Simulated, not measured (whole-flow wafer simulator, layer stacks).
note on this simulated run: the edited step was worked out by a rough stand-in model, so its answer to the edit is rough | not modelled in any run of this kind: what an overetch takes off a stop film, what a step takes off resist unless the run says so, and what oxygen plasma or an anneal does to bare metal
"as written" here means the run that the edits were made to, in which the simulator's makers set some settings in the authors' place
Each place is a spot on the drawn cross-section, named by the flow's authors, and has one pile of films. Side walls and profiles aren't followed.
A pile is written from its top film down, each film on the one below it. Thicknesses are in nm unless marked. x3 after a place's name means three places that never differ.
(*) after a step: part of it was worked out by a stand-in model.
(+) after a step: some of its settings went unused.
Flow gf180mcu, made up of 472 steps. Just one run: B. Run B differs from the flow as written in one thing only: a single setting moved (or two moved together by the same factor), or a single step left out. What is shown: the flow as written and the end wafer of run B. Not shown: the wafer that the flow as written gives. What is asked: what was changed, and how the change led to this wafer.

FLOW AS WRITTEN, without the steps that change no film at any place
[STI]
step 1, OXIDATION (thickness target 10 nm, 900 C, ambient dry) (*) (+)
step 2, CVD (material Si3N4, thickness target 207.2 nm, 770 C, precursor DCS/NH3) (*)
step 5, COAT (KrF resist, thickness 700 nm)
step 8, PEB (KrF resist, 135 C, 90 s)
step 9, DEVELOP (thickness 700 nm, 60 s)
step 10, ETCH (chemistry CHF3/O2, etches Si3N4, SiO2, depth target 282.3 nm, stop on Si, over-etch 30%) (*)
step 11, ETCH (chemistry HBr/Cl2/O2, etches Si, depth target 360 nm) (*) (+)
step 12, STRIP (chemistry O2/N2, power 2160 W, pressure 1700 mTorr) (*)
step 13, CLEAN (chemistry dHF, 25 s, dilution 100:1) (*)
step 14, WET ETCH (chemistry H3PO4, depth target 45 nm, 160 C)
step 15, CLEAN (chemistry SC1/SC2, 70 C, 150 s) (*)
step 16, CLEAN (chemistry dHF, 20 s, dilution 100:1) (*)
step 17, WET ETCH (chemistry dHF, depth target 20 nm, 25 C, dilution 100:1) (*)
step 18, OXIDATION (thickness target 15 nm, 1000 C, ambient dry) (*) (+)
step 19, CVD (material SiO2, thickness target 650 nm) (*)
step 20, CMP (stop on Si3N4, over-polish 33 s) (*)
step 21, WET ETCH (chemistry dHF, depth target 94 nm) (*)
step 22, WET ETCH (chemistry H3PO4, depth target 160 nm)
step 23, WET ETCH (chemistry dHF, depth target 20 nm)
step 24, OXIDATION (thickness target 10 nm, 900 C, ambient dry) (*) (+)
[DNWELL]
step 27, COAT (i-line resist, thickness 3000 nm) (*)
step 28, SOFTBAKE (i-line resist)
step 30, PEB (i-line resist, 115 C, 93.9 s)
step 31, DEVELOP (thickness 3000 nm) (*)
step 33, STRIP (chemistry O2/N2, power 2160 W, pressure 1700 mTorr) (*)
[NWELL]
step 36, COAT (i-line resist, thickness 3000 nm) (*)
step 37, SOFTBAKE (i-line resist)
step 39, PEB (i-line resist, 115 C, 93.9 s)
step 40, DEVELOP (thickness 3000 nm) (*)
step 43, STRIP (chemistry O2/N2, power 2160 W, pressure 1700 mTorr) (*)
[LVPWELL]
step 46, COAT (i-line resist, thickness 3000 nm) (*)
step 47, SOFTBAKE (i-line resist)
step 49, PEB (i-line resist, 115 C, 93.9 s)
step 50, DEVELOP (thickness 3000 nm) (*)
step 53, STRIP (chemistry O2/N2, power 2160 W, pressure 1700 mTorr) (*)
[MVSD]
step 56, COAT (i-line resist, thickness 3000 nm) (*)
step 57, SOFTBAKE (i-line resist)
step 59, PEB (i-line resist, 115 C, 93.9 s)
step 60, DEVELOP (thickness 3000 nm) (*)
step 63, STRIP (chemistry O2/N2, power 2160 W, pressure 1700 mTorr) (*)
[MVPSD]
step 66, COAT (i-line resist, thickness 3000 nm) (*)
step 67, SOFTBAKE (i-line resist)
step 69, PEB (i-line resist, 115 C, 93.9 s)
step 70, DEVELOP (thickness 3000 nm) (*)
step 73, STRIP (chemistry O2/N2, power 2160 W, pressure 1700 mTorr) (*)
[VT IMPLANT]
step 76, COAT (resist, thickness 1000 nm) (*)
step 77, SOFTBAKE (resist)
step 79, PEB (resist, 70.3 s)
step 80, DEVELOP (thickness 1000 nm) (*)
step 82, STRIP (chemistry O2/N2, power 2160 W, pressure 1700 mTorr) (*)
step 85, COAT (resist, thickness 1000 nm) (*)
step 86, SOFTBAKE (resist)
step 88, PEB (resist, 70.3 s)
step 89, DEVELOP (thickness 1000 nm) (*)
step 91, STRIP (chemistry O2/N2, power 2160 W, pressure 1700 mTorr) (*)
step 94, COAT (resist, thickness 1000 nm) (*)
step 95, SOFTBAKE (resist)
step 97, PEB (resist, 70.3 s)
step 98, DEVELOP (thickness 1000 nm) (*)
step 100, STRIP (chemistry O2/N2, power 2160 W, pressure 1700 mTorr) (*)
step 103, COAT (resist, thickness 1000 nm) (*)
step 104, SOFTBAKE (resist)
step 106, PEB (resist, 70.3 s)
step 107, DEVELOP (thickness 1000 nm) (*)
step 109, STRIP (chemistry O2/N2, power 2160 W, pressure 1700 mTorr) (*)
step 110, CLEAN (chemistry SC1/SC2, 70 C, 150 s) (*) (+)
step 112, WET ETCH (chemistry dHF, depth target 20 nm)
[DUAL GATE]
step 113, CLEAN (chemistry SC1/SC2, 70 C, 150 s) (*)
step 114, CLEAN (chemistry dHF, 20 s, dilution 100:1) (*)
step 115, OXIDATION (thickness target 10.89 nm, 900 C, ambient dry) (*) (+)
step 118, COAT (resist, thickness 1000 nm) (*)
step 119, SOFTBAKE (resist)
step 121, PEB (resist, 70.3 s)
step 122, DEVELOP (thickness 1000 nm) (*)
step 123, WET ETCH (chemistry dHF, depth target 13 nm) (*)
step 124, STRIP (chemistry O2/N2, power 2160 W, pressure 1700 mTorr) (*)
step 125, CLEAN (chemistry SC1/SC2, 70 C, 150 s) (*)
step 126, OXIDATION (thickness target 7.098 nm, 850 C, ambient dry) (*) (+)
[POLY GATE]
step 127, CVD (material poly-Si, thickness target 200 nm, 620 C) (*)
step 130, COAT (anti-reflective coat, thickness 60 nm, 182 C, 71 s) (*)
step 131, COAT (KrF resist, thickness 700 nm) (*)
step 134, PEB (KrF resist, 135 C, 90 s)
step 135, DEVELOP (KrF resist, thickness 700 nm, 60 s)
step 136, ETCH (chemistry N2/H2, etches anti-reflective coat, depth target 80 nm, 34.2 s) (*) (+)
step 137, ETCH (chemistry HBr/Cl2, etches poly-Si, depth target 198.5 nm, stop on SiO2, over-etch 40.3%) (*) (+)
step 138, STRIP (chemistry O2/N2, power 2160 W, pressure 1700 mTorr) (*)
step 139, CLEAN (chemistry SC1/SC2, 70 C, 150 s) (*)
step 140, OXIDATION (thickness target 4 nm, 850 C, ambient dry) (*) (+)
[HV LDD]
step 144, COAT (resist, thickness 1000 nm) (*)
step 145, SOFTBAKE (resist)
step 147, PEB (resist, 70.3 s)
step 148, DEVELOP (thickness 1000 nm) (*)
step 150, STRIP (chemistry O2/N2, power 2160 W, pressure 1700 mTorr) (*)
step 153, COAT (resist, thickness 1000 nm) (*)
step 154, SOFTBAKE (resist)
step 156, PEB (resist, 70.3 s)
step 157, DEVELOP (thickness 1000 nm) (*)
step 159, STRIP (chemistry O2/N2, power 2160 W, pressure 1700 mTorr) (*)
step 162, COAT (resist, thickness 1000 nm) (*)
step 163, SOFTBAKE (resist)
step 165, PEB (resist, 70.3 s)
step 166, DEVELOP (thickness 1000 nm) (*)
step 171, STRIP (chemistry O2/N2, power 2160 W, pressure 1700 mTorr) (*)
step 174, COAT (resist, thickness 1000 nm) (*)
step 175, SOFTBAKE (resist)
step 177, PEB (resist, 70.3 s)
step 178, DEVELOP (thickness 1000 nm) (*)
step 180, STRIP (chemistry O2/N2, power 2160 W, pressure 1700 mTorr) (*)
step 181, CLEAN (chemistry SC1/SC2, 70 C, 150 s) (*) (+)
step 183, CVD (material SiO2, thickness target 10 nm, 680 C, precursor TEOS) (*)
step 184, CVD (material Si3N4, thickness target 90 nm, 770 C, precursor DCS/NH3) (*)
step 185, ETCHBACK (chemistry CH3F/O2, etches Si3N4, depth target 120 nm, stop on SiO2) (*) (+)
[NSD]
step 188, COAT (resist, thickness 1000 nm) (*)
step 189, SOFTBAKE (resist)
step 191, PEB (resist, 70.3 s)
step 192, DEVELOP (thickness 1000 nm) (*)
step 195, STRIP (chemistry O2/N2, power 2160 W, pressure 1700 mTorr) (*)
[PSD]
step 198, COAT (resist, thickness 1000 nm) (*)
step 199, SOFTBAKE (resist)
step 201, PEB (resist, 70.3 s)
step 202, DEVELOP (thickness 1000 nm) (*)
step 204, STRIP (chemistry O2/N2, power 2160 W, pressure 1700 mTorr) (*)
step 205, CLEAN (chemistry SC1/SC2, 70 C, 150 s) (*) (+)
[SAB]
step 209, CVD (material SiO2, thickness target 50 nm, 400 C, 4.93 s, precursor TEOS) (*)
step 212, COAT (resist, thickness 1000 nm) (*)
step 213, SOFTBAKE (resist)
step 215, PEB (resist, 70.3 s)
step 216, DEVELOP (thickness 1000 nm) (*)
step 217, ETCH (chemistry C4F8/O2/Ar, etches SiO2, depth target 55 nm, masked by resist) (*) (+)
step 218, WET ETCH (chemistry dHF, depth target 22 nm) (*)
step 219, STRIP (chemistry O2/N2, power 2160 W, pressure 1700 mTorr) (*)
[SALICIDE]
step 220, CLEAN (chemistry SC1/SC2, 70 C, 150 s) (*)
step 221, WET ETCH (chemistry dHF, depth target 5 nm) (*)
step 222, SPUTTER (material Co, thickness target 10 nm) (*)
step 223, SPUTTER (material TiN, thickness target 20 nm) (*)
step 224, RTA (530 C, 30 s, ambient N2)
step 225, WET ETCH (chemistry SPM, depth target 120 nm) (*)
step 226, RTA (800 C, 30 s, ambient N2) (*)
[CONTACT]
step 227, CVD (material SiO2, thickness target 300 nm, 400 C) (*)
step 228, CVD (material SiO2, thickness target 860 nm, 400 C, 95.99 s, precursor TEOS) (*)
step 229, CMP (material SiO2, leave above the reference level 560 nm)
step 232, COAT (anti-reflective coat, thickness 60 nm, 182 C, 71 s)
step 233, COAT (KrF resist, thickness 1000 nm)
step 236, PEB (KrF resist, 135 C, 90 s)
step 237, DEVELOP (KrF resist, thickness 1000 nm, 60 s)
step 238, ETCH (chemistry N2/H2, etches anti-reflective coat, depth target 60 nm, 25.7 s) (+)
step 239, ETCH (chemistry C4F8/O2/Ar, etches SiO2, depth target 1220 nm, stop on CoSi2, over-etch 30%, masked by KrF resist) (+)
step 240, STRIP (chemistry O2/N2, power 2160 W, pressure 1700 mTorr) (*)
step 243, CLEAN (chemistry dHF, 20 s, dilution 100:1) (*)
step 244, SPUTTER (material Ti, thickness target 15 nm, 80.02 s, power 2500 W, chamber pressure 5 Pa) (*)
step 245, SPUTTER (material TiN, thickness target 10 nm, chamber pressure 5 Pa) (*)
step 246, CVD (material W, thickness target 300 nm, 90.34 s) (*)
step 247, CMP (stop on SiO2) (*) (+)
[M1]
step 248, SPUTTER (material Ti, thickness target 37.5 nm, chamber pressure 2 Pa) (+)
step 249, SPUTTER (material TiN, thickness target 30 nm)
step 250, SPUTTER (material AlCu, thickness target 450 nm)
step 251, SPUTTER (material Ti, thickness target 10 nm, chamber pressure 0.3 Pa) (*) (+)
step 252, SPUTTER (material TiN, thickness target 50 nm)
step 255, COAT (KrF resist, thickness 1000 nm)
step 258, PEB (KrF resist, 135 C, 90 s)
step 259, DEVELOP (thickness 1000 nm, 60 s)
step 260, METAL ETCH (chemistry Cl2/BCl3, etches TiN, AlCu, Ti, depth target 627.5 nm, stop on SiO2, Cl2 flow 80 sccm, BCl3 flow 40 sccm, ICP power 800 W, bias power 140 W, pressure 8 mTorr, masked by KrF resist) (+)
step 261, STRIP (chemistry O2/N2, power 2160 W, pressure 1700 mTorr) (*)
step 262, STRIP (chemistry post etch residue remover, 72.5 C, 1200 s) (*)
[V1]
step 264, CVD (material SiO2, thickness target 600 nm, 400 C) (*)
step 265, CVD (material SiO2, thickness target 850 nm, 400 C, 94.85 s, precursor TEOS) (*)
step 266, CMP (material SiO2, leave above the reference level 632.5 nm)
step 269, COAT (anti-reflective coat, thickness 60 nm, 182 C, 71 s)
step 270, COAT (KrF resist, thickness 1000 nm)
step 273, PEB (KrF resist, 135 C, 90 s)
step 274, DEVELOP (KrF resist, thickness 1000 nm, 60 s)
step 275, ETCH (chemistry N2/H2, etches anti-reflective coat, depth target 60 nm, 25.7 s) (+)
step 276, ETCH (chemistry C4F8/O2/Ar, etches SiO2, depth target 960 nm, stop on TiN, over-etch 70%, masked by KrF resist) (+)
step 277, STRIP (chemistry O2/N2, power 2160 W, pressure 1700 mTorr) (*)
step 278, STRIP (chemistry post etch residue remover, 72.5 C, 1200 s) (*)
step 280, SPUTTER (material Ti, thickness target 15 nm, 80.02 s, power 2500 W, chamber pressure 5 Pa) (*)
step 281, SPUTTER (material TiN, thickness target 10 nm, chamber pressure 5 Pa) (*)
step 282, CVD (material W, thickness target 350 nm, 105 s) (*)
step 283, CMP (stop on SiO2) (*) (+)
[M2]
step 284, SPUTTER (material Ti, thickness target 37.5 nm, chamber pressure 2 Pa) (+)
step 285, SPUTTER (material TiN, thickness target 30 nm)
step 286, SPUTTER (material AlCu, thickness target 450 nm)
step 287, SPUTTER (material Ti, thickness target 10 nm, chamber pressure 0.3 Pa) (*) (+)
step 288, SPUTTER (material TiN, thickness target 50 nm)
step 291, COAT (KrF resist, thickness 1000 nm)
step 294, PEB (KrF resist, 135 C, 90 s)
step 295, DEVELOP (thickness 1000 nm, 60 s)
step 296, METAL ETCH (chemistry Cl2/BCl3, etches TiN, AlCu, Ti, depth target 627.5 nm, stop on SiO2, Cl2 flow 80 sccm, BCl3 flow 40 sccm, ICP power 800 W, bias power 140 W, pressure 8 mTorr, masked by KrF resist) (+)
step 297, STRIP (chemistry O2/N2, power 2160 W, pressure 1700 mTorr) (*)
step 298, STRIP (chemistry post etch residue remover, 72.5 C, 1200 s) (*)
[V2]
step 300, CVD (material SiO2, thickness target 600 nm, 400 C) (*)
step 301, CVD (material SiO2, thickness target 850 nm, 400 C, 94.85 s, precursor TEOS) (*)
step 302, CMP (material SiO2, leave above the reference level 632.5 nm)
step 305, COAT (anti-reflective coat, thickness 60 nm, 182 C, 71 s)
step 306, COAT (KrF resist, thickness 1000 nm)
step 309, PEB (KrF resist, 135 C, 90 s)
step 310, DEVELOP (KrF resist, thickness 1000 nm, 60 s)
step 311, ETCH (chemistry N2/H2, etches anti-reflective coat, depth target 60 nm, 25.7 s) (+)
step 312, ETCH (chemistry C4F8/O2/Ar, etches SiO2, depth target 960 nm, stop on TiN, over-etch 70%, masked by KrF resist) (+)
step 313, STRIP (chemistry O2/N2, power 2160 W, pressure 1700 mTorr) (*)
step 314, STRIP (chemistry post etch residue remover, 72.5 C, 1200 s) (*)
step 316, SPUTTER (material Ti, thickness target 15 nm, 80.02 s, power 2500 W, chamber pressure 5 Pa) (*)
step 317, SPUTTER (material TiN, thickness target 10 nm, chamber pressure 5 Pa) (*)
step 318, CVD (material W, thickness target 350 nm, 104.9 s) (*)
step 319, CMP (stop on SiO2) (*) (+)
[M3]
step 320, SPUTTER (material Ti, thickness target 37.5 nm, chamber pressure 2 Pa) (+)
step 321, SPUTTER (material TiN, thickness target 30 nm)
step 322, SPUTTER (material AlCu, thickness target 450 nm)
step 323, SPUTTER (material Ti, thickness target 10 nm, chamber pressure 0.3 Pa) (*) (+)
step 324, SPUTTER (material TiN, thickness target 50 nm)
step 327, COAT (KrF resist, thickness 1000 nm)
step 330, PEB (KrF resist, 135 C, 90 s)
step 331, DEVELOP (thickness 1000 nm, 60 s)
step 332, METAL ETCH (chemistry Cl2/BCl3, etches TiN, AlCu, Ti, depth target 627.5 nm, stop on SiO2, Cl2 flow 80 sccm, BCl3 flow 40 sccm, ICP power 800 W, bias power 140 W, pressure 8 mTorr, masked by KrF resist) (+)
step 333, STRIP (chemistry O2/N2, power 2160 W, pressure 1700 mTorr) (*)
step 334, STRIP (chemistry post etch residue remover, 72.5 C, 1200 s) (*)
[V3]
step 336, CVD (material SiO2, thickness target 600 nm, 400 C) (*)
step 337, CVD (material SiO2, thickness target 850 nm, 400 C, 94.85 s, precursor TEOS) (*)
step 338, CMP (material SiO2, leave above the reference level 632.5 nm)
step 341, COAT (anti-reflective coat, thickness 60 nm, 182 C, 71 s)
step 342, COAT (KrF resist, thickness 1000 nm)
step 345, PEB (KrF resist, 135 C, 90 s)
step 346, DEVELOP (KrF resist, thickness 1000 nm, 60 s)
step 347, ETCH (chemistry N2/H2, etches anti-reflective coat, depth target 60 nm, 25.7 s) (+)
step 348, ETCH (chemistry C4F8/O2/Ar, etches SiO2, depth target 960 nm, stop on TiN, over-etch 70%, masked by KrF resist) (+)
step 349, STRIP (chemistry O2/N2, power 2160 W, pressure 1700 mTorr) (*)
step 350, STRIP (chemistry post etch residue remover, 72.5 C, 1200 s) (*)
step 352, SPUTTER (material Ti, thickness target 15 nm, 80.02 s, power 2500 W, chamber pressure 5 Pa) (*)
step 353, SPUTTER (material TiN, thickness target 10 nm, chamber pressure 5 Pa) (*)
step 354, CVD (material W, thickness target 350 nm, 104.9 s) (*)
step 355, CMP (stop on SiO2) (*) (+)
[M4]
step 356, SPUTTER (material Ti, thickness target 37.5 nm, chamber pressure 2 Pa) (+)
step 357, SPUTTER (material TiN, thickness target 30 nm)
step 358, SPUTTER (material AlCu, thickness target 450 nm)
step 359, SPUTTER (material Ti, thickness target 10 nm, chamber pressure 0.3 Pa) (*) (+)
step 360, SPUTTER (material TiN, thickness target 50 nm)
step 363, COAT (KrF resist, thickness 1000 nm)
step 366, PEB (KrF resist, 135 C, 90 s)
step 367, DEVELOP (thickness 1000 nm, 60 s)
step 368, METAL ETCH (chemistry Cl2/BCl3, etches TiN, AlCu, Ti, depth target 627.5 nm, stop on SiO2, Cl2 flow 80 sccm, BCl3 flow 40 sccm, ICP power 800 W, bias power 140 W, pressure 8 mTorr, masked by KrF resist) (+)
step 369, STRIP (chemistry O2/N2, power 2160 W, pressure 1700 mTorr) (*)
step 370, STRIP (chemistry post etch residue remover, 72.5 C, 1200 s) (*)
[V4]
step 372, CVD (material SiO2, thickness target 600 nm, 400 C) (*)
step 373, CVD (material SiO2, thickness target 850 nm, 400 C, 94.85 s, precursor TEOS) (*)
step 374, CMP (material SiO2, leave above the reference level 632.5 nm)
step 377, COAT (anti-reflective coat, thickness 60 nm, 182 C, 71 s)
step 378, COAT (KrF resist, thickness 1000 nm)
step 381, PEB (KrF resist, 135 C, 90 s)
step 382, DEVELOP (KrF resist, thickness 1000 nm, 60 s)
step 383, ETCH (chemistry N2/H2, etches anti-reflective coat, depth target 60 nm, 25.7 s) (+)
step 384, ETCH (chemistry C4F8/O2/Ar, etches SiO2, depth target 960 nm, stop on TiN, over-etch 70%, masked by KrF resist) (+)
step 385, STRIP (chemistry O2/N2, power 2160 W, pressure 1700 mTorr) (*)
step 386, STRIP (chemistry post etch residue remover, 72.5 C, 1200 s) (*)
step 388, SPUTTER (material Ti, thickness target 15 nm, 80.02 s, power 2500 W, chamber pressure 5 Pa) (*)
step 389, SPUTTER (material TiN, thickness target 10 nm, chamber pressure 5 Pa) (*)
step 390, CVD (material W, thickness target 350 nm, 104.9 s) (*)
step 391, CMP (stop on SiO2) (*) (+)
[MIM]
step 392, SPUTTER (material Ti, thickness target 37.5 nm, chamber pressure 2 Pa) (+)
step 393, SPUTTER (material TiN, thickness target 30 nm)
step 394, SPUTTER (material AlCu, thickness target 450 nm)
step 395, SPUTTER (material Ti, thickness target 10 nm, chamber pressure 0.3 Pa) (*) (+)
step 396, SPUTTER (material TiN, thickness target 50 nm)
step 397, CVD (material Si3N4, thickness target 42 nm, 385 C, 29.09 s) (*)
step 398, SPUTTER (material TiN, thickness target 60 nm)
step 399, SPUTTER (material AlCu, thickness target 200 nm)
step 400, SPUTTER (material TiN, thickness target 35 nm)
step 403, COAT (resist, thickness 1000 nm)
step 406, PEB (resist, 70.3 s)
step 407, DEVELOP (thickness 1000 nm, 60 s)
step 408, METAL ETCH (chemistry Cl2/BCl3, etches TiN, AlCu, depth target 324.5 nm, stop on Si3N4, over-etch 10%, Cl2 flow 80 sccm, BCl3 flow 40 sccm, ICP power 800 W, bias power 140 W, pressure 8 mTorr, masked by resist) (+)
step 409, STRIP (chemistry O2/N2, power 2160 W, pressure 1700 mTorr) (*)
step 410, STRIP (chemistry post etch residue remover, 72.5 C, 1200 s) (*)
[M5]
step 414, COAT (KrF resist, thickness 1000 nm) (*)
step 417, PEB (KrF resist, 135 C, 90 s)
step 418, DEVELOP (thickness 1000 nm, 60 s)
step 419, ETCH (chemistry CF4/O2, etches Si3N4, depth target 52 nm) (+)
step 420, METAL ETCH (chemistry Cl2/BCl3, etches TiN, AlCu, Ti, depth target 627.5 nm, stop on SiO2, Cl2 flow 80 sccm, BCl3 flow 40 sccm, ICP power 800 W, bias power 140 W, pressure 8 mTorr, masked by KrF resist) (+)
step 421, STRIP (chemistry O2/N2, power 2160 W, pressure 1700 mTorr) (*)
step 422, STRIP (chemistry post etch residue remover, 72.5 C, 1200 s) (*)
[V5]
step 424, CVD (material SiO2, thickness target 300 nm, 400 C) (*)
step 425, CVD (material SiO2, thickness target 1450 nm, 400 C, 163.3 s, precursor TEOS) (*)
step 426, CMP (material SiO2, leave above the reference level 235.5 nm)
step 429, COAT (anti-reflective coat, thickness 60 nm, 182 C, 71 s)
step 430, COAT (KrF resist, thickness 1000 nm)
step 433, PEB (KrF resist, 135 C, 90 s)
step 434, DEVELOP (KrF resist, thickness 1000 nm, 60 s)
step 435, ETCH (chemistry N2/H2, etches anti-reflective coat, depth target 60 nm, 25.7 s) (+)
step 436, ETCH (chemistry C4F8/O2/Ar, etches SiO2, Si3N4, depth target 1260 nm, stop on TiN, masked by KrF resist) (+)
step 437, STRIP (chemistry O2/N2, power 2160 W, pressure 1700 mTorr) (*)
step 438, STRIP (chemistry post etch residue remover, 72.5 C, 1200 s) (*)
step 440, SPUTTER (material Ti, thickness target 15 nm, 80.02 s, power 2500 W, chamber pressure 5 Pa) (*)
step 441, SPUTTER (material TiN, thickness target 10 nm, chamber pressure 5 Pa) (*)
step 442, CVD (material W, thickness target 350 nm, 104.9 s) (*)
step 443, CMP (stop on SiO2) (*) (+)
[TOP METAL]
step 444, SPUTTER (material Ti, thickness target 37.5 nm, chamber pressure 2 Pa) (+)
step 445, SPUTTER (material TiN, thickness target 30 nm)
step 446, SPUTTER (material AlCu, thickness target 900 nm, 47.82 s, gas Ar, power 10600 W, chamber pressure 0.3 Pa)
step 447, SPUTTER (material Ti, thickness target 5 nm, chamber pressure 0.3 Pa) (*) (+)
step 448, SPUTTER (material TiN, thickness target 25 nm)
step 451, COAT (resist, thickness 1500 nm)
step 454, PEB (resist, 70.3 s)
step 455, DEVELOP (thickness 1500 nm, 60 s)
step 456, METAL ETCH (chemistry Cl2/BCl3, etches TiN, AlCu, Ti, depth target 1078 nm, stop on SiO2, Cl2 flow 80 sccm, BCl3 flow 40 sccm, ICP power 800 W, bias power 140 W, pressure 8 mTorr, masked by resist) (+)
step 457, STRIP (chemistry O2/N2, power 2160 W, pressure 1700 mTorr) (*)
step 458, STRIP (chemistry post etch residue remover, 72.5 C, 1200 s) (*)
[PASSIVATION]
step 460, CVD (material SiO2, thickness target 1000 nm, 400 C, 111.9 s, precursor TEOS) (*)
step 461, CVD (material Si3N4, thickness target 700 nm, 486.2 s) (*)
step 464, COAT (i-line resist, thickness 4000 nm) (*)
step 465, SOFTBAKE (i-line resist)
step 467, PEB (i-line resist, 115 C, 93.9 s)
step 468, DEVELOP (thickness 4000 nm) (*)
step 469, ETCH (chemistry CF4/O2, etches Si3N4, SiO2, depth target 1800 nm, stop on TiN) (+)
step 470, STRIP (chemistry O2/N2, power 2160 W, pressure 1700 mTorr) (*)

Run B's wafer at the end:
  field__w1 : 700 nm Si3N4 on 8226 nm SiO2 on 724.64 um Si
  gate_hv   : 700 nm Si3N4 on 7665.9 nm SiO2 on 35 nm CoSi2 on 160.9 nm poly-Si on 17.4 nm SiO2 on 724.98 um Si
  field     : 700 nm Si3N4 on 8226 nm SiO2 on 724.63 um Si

The reason: step 126, OXIDATION: thickness target 10.72 nm was run, whereas the flow has thickness target 7.098 nm.

Step by step, how the change led to this:
  step 126, OXIDATION (thickness target 7.098 nm, 850 C, ambient dry) (*) (+)
      gate_hv, active_hv, active_nat and 25 more: +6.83 SiO2, -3 Si (it would be, as written: +3.72 SiO2, -1.64 Si)
      active, n_well, p_well and 12 more: +10.7 SiO2 (new film), -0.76 chemical SiO2 (all of it), -4.38 Si (it would be, as written: +7.1 SiO2 (new film), -0.76 chemical SiO2 (all of it), -2.79 Si)
      (also at 49 further places)
  step 189, SOFTBAKE (resist)
      active_hv: -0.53 resist (it would be, as written: +2.68 resist)
      nw_enc_fld_lv__w3: -1.6 resist (it would be, as written: +2.11 resist)
      (also at 1 further place)
  step 199, SOFTBAKE (resist)
      active_hv: -0.53 resist (it would be, as written: +2.68 resist)
      nw_enc_fld_lv__w3: -1.6 resist (it would be, as written: +2.11 resist)
      (also at 1 further place)
  step 218, WET ETCH (chemistry dHF, depth target 22 nm) (*)
      active, p_well, sd_n, iso_ptap_pw, iso_ntap_nw, iso_ptap_sub, vpnp_e: -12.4 SiO2 (all of it) (it would be, as written: -9.01 SiO2 (all of it))
      ldn_tap, ldn_src, ldn_drn, ldp_tap, ldp_src, ldp_drn: -18.9 SiO2 (all of it) (it would be, as written: -16 SiO2 (all of it))
      (also at 10 further places)
